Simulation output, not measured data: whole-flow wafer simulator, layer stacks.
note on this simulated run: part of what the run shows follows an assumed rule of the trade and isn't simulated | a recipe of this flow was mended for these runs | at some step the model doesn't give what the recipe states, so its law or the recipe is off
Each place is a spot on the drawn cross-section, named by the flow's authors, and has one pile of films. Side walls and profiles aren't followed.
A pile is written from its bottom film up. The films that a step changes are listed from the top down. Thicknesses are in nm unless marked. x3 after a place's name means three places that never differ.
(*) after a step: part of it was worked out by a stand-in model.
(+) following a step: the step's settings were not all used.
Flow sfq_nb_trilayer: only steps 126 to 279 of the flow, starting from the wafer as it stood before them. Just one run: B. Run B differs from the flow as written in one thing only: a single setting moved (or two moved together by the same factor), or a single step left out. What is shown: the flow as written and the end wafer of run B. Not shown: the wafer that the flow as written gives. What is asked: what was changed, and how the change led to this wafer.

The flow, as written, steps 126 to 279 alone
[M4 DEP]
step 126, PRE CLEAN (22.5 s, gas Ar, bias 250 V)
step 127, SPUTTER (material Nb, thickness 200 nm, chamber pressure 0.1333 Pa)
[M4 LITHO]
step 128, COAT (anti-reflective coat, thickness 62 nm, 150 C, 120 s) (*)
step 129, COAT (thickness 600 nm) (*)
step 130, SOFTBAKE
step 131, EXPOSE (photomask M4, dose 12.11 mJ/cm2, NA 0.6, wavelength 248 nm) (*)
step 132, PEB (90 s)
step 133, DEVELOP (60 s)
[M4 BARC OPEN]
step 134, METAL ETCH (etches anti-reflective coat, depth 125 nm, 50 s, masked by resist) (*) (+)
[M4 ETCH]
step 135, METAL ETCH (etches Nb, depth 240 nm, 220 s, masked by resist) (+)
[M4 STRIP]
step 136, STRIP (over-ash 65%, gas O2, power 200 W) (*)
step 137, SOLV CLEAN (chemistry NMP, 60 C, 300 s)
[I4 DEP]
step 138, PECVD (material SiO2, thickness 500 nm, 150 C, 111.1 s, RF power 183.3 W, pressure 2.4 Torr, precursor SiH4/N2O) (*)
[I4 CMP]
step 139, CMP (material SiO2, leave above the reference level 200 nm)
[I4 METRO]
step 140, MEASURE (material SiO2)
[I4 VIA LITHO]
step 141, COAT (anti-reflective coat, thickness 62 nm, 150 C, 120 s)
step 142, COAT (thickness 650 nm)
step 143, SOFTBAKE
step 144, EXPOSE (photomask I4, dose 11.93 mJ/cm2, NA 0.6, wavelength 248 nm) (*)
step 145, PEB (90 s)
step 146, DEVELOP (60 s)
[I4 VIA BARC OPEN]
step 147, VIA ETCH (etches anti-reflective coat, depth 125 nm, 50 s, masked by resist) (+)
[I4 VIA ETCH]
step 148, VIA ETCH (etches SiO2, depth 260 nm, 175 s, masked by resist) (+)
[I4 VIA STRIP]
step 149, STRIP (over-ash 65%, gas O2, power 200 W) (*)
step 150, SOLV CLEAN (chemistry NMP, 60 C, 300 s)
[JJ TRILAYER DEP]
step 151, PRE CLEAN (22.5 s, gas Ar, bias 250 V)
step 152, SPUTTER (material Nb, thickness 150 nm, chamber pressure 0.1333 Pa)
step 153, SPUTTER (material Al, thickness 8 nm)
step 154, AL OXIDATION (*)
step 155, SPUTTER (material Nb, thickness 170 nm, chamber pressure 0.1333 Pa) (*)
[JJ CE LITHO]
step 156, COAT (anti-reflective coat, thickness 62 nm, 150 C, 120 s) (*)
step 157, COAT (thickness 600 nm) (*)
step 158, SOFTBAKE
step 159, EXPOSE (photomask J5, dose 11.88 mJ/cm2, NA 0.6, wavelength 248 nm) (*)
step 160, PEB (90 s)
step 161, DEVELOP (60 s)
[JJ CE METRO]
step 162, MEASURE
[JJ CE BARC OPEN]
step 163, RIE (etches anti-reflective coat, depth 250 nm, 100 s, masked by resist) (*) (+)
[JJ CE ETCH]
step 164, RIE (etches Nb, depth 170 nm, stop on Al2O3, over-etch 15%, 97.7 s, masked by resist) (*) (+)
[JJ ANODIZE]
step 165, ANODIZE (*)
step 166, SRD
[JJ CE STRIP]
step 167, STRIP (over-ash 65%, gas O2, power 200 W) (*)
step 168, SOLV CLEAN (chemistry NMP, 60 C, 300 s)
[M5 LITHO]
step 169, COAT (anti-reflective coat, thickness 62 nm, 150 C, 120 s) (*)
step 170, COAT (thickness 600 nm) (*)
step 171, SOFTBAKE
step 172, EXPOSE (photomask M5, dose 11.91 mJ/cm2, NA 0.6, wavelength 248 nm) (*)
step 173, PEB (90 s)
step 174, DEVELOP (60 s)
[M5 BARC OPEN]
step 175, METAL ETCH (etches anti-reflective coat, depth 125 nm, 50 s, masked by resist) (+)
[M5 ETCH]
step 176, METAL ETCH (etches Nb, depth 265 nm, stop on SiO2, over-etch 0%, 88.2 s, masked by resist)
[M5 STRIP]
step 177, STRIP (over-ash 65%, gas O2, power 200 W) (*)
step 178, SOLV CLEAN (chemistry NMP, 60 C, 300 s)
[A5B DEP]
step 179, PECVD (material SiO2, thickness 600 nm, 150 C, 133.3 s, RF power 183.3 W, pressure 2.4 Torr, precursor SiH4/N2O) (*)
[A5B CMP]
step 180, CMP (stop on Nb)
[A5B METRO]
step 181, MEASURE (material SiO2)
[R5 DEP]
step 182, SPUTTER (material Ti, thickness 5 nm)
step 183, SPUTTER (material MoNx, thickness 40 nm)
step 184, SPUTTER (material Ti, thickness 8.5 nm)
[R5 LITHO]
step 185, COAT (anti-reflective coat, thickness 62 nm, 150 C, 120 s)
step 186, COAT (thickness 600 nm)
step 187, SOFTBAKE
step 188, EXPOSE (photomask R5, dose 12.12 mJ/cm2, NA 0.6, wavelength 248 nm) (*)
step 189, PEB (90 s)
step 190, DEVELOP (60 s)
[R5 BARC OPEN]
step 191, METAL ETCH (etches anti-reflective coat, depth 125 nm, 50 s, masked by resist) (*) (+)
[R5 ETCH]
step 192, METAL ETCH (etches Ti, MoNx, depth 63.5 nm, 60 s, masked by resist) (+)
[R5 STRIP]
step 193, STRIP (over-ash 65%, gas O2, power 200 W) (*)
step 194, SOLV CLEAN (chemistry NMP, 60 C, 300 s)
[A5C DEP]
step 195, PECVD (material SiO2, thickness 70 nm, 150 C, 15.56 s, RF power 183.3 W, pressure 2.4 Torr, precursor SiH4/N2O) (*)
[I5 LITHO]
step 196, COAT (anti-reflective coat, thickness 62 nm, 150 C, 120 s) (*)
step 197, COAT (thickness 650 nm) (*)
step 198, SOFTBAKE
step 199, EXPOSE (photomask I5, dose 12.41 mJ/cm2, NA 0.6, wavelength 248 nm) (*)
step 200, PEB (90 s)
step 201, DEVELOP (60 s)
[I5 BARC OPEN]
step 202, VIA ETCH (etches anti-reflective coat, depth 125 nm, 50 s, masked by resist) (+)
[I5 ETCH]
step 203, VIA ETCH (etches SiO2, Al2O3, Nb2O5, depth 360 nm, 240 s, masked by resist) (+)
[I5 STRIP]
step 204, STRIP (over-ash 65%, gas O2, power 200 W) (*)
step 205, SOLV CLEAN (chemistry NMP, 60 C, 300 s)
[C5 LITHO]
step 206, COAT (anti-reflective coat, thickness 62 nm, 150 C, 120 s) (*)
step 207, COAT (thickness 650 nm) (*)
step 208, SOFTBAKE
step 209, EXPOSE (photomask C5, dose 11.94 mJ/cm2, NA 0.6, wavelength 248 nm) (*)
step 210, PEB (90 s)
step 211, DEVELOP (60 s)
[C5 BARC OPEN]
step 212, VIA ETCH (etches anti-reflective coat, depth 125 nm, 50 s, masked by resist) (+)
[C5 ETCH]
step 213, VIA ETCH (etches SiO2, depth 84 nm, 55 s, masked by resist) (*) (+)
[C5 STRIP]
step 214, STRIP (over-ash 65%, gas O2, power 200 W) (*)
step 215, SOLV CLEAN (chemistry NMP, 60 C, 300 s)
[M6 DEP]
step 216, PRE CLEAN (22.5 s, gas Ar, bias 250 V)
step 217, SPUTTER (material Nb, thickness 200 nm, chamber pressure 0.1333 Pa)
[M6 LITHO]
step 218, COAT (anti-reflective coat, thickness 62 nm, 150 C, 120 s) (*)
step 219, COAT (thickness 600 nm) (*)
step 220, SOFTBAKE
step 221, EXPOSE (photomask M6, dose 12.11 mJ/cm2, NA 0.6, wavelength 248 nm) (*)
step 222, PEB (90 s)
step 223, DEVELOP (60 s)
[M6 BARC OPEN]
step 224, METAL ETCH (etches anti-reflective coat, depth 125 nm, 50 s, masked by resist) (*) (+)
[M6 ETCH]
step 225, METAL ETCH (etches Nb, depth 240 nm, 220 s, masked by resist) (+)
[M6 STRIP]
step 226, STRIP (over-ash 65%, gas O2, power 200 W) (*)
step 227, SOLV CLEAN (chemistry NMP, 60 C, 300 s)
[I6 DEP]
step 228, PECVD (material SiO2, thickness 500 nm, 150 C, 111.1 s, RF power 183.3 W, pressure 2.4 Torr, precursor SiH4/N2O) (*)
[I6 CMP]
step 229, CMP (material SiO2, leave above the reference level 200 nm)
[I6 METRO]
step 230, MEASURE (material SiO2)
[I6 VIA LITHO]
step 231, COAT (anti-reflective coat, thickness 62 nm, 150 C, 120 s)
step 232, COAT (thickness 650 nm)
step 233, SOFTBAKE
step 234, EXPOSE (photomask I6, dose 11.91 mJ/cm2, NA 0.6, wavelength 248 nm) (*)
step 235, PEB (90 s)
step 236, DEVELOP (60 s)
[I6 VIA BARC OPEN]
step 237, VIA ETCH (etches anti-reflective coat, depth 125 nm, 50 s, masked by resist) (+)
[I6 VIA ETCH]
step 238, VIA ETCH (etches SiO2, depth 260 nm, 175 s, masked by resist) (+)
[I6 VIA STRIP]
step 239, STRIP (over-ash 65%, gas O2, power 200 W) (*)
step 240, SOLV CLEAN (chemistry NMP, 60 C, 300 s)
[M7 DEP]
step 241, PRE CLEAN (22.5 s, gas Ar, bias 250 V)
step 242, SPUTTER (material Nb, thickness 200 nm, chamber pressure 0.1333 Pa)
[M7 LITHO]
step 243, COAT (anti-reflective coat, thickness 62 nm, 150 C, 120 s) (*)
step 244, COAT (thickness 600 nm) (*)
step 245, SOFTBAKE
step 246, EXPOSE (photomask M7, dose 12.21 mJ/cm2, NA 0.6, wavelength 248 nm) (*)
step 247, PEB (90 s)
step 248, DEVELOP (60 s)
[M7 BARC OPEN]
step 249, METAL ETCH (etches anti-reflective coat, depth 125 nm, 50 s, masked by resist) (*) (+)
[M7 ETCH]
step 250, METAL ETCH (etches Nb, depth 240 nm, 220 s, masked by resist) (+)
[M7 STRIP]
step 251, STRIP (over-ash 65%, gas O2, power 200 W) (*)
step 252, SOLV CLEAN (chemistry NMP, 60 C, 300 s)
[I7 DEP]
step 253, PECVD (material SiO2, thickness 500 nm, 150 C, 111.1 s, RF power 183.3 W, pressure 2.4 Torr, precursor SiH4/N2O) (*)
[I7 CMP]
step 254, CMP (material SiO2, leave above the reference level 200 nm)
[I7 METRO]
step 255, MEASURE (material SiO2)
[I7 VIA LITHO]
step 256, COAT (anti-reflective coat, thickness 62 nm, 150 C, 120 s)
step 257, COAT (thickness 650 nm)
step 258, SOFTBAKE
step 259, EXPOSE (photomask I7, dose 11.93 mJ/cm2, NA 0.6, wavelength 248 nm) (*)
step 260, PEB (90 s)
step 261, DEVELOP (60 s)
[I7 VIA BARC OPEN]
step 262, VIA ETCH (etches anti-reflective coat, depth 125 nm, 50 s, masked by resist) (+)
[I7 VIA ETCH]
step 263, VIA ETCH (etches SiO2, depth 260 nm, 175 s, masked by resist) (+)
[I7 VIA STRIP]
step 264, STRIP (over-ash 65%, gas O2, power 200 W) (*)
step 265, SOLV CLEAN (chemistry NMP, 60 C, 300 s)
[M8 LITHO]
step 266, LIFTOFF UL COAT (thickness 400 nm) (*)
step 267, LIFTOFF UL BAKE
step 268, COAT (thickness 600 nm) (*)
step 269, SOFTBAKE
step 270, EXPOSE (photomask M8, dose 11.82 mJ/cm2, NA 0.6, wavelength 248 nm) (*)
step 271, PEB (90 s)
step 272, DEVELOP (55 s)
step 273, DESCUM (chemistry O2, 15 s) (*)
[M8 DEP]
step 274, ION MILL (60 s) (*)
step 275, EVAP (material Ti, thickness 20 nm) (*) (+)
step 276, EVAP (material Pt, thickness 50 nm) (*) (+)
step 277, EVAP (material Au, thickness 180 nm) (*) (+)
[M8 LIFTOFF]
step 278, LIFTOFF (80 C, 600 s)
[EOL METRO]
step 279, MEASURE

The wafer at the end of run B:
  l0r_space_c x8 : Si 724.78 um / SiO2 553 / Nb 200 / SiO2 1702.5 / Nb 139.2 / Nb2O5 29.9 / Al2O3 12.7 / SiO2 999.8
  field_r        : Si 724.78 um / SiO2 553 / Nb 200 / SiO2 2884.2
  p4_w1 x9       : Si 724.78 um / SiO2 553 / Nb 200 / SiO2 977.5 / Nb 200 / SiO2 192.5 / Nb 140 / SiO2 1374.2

Cause: step 127, SPUTTER: thickness 140 nm was run, whereas the flow has thickness 200 nm.
The wafer lets one read it off: p4_w1 x9 has Nb 140, and step 127 as written asks for 200 nm.

How this came from the change, step by step:
  step 127, SPUTTER (material Nb, thickness 200 nm, chamber pressure 0.1333 Pa)
      field_l, v_sur, via_wl and 102 more: +140 Nb (new film) (as written it would have been: +200 Nb (new film))
      via_v: +114.9 Nb (as written it would have been: +164.5 Nb)
  step 128, COAT (anti-reflective coat, thickness 62 nm, 150 C, 120 s) (*)
      via_v: +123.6 anti-reflective coat (new film) (as written it would have been: +126.8 anti-reflective coat (new film))
  step 135, METAL ETCH (etches Nb, depth 240 nm, 220 s, masked by resist) (+)
      field_l, be, be_sur and 64 more: -140 Nb (all of it), -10 SiO2 (as written it would have been: -200 Nb (all of it), -4 SiO2)
  step 136, STRIP (over-ash 65%, gas O2, power 200 W) (*)
      via_v: -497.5 KrF-resist-other-grade (all of it), -123.6 anti-reflective coat (all of it) (as written it would have been: -503.7 KrF-resist-other-grade (all of it), -126.8 anti-reflective coat (all of it))
  step 138, PECVD (material SiO2, thickness 500 nm, 150 C, 111.1 s, RF power 183.3 W, pressure 2.4 Torr, precursor SiH4/N2O) (*)
      p3_s0 x6: +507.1 SiO2 (as written it would have been: +561.1 SiO2)
      via_v: +604.7 SiO2 (new film) (as written it would have been: +621.2 SiO2 (new film))
  step 139, CMP (material SiO2, leave above the reference level 200 nm)
      field_l, be, be_sur and 55 more: -150 SiO2 (as written it would have been: -96 SiO2)
      lsp_r, l0_sur, l0v: -143.9 SiO2 (as written it would have been: -87.7 SiO2)
      (as well as at 1 more place)
